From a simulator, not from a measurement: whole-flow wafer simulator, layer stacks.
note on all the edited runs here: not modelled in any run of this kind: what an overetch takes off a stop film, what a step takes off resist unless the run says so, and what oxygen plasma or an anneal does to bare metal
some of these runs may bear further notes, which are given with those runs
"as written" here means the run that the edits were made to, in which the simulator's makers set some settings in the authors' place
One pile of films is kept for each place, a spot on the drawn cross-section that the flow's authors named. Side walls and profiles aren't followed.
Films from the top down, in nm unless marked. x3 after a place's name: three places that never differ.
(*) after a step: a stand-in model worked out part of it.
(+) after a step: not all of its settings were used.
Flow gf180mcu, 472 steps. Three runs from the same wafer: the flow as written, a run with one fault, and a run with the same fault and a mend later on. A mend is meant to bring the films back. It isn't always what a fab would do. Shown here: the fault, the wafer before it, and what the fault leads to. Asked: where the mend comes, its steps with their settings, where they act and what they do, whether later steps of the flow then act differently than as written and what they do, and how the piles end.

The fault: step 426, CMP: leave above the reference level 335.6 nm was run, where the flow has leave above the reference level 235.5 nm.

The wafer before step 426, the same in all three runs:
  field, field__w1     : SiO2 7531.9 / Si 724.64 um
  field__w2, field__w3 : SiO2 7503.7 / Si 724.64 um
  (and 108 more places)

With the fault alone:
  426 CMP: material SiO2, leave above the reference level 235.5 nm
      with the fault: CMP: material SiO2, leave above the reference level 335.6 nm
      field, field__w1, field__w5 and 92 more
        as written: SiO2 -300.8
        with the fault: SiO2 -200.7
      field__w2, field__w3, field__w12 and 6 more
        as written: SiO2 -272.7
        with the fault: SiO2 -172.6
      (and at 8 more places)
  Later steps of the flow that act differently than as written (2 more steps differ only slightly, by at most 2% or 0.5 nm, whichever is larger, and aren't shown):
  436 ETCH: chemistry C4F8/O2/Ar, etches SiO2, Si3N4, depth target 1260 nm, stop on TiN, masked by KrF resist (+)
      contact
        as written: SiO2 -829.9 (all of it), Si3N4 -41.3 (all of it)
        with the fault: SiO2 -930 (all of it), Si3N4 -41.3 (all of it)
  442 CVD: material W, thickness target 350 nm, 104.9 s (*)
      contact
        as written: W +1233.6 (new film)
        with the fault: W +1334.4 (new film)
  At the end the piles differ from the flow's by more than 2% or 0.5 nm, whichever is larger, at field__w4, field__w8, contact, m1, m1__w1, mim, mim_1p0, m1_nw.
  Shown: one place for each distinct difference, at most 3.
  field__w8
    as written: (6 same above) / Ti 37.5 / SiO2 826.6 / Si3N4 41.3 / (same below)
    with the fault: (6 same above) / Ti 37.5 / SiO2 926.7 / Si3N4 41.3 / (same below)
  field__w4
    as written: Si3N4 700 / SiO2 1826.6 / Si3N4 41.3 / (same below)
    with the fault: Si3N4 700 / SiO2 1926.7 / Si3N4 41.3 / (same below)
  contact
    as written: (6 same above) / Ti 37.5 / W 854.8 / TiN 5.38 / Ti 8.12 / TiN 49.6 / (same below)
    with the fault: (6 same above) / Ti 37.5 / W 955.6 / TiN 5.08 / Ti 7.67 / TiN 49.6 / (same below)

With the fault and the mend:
  The mend comes after step 434.
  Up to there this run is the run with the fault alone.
  434a STRIP: chemistry O2/N2, power 2160 W, pressure 1700 mTorr (*)
      field, field__w1, field__w2 and 108 more
        KrF resist -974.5 (all of it), anti-reflective coat -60 (all of it)
      contact
        anti-reflective coat -60 (all of it)
  434b CMP: material SiO2, leave above the reference level 235.5 nm (the flow's step 426 once more)
      field, field__w1, field__w2 and 109 more
        SiO2 -100.1
  434c HMDS: 120 C, 60 s (the flow's step 428 once more)
      changes no film at any place that is followed
  434d COAT: anti-reflective coat, thickness 60 nm, 182 C, 71 s (the flow's step 429 once more)
      field, field__w1, field__w2 and 109 more
        anti-reflective coat +60 (new film)
  434e COAT: KrF resist, thickness 1000 nm (the flow's step 430 once more)
      field, field__w1, field__w2 and 109 more
        KrF resist +1000 (new film)
  434f SOFTBAKE: KrF resist (the flow's step 431 once more)
      changes no film at any place that is followed
  434g EXPOSE: photomask Via5 (the flow's step 432 once more)
      changes no film at any place that is followed
  434h PEB: KrF resist, 135 C, 90 s (the flow's step 433 once more)
      field, field__w1, field__w2 and 109 more
        KrF resist -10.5
  434i DEVELOP: KrF resist, thickness 1000 nm, 60 s (the flow's step 434 once more)
      field, field__w1, field__w2 and 108 more
        KrF resist -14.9
      contact
        KrF resist -989.5 (all of it)
  No later step of the flow acts differently than as written at any place that is followed.
  At the end the piles are the same as the flow's at every place that both follow.
